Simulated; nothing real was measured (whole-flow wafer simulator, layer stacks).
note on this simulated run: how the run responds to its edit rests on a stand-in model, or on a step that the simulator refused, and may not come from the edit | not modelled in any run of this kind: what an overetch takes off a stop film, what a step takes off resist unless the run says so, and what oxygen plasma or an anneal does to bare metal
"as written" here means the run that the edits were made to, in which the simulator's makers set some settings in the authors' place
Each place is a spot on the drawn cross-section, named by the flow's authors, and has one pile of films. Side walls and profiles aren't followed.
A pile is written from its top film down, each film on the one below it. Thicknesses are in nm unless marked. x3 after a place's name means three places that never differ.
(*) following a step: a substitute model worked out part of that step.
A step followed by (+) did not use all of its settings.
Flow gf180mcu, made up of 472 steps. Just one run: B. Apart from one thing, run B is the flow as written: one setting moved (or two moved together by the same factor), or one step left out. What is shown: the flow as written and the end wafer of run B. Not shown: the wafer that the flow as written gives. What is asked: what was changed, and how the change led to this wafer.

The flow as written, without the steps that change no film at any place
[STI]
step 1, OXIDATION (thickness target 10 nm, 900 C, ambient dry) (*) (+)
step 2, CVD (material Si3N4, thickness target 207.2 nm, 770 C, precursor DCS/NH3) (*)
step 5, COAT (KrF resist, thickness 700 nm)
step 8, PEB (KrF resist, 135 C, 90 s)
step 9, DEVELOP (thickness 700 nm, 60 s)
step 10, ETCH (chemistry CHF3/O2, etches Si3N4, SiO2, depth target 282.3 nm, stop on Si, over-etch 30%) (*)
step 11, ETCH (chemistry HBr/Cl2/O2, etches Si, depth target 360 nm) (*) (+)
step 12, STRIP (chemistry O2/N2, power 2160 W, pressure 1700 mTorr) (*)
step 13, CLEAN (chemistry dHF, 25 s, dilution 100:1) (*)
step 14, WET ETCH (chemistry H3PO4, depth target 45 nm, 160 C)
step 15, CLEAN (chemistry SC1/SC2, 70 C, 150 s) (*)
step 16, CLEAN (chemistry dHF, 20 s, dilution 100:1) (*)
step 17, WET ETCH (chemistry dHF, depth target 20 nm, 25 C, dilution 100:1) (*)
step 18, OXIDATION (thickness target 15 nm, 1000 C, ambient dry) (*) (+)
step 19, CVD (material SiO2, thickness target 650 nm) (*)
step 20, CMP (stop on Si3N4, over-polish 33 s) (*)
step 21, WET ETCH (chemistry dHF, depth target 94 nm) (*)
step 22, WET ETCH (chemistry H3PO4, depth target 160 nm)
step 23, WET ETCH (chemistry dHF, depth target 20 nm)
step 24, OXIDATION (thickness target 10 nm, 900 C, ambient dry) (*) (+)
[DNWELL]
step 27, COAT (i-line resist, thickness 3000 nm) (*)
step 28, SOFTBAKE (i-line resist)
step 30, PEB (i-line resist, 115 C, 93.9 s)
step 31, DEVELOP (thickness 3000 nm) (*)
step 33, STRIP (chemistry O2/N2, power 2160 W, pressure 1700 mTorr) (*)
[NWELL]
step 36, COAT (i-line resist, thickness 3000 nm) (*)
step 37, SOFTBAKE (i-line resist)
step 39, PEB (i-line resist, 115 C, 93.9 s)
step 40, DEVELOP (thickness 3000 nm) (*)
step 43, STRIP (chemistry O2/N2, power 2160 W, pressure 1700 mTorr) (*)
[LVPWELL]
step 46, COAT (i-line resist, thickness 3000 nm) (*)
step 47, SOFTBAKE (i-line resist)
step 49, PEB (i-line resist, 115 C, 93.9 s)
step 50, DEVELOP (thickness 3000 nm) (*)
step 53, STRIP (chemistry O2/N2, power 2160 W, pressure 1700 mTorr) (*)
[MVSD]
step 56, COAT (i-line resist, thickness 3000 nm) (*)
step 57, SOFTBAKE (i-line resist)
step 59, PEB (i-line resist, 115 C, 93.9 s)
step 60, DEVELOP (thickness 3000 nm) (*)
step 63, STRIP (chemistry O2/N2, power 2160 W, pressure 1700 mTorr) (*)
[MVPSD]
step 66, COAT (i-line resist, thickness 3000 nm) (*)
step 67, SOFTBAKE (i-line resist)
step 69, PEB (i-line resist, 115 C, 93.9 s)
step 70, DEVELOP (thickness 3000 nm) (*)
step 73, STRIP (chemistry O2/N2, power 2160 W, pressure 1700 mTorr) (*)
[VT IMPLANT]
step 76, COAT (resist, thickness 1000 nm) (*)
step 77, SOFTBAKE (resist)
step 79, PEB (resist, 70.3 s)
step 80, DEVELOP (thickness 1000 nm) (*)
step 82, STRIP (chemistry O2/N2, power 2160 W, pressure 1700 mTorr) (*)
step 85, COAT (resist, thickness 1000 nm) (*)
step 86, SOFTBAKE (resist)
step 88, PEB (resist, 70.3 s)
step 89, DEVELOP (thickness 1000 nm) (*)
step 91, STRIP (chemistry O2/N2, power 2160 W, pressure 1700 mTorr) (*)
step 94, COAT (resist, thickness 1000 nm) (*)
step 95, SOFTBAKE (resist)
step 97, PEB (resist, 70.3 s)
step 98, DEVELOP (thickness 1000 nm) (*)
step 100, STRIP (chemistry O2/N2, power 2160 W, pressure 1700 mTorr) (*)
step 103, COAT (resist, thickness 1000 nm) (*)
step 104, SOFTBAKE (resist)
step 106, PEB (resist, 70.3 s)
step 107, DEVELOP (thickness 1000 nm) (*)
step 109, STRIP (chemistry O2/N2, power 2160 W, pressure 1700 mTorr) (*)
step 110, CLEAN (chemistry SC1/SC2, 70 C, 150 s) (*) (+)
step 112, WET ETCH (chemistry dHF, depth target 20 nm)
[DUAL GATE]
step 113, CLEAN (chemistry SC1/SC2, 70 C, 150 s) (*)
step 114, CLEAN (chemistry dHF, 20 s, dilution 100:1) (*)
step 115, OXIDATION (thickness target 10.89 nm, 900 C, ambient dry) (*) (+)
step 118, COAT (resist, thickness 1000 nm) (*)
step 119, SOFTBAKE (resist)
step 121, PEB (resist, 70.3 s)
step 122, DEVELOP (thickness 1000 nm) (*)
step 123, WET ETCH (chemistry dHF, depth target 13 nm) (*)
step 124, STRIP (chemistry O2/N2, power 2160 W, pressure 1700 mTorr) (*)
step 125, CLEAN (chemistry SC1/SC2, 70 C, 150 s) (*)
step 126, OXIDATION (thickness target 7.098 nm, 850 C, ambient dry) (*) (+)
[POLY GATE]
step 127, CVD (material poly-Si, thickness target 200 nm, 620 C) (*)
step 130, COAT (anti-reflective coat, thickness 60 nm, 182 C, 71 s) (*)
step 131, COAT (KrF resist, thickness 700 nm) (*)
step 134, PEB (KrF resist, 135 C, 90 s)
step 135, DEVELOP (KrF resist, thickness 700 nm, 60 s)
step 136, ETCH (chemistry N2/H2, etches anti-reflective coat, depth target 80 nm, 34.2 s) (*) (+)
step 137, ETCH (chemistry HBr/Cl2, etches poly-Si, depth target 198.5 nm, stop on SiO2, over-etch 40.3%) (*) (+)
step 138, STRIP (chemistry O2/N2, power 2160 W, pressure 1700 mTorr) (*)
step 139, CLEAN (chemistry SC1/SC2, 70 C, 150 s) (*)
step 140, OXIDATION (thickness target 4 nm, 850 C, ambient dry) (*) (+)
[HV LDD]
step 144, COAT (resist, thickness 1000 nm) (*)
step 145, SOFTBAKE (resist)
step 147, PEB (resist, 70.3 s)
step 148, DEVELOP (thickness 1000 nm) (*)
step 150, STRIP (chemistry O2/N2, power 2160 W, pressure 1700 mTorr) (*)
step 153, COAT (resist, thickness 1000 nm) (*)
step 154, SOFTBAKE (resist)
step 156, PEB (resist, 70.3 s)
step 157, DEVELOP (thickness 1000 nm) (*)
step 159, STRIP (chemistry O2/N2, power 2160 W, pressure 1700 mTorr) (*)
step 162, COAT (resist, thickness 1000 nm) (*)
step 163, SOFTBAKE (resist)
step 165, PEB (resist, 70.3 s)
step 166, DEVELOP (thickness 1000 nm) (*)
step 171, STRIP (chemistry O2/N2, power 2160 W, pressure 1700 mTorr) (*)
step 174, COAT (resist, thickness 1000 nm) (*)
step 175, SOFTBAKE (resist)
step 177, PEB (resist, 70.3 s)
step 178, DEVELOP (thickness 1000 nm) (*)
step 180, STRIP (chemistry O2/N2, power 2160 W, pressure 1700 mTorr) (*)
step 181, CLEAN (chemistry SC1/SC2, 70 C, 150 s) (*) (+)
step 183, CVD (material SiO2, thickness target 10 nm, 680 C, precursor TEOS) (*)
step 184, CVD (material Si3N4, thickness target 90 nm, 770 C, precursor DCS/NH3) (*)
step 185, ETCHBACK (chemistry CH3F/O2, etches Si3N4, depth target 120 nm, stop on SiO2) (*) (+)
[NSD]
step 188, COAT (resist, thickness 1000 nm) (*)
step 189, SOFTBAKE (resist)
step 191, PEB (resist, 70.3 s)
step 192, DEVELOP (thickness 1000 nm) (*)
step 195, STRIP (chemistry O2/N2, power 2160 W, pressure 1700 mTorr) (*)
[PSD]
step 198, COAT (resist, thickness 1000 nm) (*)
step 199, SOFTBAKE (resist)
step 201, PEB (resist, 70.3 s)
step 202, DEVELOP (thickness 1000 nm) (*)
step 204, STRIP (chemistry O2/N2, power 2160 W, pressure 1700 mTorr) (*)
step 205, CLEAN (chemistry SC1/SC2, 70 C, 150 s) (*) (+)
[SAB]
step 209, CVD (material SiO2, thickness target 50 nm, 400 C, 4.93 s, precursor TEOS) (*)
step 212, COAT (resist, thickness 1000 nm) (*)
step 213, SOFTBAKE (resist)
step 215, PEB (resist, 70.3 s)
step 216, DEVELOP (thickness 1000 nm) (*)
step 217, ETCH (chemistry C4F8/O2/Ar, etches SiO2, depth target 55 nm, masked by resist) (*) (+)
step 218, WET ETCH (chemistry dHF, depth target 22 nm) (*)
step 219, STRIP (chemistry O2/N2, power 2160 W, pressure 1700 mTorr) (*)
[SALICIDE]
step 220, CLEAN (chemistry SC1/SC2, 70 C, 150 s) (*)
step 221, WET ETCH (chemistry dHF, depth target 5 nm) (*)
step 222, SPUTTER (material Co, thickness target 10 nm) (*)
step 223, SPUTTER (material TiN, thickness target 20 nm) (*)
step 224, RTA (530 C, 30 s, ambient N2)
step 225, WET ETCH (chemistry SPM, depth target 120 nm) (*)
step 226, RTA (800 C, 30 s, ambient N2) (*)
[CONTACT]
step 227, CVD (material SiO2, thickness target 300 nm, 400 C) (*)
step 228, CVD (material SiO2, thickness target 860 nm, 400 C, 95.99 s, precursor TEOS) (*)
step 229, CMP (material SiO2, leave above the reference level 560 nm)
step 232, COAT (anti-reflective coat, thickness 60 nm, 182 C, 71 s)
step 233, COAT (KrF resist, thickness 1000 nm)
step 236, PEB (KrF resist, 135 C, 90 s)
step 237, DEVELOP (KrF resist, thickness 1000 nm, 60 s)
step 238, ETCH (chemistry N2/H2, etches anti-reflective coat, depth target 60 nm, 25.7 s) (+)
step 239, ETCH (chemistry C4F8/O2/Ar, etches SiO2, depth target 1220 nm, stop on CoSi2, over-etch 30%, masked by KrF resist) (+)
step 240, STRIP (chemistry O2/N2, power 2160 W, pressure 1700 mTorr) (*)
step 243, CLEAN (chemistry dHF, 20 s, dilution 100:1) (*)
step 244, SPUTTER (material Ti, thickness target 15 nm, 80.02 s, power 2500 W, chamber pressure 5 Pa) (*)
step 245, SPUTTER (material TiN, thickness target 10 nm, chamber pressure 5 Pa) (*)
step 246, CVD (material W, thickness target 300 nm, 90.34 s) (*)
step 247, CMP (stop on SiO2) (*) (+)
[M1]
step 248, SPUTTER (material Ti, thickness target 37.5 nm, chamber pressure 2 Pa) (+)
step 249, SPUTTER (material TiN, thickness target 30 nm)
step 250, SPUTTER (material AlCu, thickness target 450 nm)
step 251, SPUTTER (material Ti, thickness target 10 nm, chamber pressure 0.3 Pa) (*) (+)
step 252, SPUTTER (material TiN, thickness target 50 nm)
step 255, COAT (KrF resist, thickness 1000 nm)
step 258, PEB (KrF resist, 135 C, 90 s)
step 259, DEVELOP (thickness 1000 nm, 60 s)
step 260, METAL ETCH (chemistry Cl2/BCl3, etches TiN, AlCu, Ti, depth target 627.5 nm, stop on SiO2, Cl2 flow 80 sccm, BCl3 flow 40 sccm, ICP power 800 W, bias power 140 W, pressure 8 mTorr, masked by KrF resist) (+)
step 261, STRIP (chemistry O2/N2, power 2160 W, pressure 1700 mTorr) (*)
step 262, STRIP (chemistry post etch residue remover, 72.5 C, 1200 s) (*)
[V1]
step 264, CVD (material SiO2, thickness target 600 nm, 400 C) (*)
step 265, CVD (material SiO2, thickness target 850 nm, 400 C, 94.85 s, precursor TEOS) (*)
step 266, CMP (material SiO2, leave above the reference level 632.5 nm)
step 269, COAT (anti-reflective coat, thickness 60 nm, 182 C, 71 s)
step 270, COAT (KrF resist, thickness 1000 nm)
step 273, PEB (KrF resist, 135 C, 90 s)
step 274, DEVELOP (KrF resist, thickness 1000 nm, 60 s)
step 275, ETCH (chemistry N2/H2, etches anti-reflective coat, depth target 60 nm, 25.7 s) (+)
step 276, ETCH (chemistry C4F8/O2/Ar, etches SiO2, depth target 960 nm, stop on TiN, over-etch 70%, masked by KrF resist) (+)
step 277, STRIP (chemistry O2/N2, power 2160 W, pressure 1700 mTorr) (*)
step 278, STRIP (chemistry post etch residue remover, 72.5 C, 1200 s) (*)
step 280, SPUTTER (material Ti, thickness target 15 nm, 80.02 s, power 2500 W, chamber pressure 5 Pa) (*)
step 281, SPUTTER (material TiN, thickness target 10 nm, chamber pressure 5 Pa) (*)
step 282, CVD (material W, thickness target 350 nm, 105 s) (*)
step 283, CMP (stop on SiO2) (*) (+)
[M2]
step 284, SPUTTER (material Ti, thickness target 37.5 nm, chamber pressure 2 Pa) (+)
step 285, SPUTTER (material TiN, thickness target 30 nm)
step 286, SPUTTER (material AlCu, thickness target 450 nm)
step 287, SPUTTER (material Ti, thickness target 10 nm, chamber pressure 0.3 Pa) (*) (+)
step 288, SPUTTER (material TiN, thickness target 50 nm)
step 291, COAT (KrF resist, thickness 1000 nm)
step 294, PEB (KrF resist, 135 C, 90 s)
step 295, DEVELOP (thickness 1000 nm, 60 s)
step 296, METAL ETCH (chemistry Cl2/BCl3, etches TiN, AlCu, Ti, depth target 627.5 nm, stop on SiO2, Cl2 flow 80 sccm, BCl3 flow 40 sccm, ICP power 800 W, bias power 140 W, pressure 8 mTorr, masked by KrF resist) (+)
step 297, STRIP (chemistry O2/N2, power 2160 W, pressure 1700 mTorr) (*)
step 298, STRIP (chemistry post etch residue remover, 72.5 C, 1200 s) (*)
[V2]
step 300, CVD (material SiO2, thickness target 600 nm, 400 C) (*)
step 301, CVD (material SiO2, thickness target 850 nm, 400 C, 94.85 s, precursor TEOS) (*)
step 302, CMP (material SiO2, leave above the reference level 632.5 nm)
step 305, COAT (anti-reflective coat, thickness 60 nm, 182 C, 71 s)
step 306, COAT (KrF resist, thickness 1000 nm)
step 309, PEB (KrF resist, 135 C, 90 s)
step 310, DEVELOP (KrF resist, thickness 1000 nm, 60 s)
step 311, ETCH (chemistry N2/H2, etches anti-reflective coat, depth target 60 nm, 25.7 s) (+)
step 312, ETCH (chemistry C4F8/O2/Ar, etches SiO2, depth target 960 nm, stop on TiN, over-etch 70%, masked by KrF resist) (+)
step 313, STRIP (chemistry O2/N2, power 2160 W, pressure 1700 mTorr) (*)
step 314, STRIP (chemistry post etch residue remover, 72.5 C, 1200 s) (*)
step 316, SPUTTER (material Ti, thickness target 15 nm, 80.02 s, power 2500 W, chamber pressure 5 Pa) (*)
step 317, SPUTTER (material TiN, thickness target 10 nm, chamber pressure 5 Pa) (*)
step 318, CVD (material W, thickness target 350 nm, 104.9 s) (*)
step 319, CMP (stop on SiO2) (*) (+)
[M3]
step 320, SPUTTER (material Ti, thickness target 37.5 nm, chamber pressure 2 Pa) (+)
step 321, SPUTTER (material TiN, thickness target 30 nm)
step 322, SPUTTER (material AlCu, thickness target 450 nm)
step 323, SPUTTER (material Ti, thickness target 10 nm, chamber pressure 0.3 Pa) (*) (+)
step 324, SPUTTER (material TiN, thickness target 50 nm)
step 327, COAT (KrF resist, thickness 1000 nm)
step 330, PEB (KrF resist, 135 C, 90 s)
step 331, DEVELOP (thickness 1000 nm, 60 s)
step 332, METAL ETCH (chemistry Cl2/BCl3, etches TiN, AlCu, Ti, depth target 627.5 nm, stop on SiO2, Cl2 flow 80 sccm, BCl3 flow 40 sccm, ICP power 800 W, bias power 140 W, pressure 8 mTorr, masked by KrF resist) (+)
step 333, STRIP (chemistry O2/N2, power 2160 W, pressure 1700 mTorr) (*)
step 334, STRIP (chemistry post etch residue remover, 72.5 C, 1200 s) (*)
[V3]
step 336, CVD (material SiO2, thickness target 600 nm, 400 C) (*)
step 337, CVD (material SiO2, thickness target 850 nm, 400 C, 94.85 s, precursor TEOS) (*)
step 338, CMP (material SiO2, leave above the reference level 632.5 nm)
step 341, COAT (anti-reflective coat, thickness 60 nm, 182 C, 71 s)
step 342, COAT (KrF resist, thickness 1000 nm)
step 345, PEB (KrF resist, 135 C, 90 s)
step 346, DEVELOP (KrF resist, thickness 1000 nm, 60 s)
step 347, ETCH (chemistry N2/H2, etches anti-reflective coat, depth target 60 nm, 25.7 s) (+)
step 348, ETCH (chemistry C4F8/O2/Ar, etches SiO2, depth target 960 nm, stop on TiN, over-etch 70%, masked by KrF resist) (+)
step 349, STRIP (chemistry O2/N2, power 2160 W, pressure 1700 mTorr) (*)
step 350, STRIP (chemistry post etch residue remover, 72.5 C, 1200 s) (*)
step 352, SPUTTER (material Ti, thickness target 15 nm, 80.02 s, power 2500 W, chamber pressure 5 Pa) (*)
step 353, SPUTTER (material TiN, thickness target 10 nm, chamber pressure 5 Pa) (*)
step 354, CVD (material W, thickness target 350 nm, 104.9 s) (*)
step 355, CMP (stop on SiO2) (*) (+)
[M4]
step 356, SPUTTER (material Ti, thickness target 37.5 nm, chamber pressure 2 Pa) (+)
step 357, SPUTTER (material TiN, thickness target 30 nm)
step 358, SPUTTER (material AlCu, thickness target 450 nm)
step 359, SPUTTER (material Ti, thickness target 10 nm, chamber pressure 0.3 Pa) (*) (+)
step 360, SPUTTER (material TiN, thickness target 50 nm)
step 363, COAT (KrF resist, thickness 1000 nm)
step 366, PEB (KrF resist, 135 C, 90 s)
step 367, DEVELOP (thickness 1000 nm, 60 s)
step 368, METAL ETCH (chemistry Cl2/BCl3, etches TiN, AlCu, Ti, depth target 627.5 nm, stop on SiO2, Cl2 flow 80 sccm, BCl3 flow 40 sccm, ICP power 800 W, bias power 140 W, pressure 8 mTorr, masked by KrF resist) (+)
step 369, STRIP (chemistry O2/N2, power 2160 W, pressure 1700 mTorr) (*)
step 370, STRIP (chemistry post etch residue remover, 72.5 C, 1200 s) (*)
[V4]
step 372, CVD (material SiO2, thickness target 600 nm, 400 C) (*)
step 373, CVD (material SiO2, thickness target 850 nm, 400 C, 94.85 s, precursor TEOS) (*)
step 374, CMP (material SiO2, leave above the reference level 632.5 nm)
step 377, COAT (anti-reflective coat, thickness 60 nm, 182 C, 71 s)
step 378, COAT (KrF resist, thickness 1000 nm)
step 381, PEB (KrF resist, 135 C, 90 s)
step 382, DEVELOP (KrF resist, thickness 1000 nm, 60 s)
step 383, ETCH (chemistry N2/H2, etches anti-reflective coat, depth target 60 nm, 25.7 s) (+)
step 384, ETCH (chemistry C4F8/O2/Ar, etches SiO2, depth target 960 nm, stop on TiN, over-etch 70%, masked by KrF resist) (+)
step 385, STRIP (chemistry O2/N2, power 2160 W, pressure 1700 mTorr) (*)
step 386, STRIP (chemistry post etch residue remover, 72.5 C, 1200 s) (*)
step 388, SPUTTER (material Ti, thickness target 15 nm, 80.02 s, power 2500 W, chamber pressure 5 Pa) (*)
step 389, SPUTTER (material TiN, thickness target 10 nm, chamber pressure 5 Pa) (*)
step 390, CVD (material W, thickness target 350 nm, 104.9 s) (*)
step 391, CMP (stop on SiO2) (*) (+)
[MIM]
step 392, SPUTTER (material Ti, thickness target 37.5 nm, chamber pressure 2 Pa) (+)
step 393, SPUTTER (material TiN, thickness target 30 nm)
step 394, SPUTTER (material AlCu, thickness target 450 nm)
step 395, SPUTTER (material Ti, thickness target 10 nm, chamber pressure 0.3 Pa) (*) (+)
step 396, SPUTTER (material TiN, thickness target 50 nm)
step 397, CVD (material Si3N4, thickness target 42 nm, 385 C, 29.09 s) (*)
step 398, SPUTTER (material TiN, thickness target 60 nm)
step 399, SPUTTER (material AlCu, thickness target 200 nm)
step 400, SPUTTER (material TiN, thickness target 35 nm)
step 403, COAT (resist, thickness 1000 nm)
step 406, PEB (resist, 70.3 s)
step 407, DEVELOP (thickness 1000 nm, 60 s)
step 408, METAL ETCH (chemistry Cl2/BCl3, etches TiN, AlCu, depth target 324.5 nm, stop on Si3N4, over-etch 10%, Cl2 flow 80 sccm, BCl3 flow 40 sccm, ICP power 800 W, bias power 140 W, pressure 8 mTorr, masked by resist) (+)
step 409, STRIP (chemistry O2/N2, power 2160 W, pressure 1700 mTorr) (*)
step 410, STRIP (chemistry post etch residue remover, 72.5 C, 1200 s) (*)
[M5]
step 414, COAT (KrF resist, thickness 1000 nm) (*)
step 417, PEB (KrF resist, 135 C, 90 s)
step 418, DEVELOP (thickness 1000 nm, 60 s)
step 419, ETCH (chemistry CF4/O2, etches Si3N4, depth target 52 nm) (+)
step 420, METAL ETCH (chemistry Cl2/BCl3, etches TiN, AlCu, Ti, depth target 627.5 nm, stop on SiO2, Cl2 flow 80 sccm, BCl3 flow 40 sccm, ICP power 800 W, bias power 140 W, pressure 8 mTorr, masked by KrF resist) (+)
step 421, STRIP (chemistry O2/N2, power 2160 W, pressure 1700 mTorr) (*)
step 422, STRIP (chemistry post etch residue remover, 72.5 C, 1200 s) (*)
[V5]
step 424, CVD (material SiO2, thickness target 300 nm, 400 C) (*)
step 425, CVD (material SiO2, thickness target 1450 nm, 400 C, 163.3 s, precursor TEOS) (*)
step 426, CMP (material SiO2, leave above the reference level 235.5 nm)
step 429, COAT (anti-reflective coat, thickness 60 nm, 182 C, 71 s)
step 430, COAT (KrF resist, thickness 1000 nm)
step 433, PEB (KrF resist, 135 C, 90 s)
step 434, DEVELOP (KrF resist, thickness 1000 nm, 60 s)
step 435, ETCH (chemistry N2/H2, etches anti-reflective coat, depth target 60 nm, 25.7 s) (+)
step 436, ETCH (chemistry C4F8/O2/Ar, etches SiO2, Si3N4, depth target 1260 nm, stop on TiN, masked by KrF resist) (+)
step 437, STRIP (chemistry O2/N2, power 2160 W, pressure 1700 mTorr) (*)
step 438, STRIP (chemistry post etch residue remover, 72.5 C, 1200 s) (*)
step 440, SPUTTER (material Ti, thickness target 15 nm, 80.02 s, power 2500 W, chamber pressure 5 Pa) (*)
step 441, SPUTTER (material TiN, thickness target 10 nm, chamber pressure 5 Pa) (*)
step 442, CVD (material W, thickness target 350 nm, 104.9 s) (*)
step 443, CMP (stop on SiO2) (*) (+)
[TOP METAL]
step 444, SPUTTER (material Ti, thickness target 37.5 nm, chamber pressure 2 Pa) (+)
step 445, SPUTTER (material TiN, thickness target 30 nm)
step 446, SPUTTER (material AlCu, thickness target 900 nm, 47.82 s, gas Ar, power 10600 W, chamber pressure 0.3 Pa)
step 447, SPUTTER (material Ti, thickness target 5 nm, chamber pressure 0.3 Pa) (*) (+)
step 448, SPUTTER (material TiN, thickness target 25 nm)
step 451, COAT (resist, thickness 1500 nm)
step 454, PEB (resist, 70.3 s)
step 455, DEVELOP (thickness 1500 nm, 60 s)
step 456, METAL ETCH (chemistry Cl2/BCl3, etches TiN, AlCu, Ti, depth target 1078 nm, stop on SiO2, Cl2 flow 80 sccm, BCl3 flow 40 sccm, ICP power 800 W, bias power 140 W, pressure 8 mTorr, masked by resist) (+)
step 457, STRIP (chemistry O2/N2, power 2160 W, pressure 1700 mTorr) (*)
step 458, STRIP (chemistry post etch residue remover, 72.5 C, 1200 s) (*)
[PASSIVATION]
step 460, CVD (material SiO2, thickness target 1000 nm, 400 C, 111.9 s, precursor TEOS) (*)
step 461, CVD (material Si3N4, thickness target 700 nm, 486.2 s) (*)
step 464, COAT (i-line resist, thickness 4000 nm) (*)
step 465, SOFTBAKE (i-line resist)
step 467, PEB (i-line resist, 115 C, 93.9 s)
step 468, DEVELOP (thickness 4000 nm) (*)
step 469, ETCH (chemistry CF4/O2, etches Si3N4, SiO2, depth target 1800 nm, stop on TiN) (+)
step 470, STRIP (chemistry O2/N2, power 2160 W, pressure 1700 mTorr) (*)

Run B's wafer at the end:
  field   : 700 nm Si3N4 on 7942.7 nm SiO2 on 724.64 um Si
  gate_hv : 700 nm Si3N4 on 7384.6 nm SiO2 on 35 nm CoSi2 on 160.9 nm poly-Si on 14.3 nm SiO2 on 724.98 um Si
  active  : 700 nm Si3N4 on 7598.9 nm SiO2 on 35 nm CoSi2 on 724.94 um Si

The reason: step 266, CMP: leave above the reference level 347.9 nm was run, whereas the flow has leave above the reference level 632.5 nm.

Step by step, how the change led to this:
  step 266, CMP (material SiO2, leave above the reference level 632.5 nm)
      field, field__w1, field__w2 and 99 more: SiO2 loses 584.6 (it would be, as written: SiO2 loses 300)
      field__w8, contact, m1 and 6 more: SiO2 loses 1161.7 (it would be, as written: SiO2 loses 877.1)
  step 276, ETCH (chemistry C4F8/O2/Ar, etches SiO2, depth target 960 nm, stop on TiN, over-etch 70%, masked by KrF resist) (+)
      field, field__w1, field__w2 and 107 more: KrF resist loses 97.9 (it would be, as written: KrF resist loses 192)
      contact: SiO2 loses 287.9 (all of it) (it would be, as written: SiO2 loses 572.5 (all of it))
  step 277, STRIP (chemistry O2/N2, power 2160 W, pressure 1700 mTorr) (*)
      field, field__w1, field__w2 and 107 more: KrF resist loses 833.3 (all of it), anti-reflective coat loses 60 (all of it) (it would be, as written: KrF resist loses 739.2 (all of it), anti-reflective coat loses 60 (all of it))
  step 280, SPUTTER (material Ti, thickness target 15 nm, 80.02 s, power 2500 W, chamber pressure 5 Pa) (*)
      contact: Ti gains 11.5 (new film) (it would be, as written: Ti gains 9.65 (new film))
  step 281, SPUTTER (material TiN, thickness target 10 nm, chamber pressure 5 Pa) (*)
      contact: TiN gains 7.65 (new film) (it would be, as written: TiN gains 6.4 (new film))
  step 282, CVD (material W, thickness target 350 nm, 105 s) (*)
      contact: W gains 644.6 (new film) (it would be, as written: W gains 932.3 (new film))
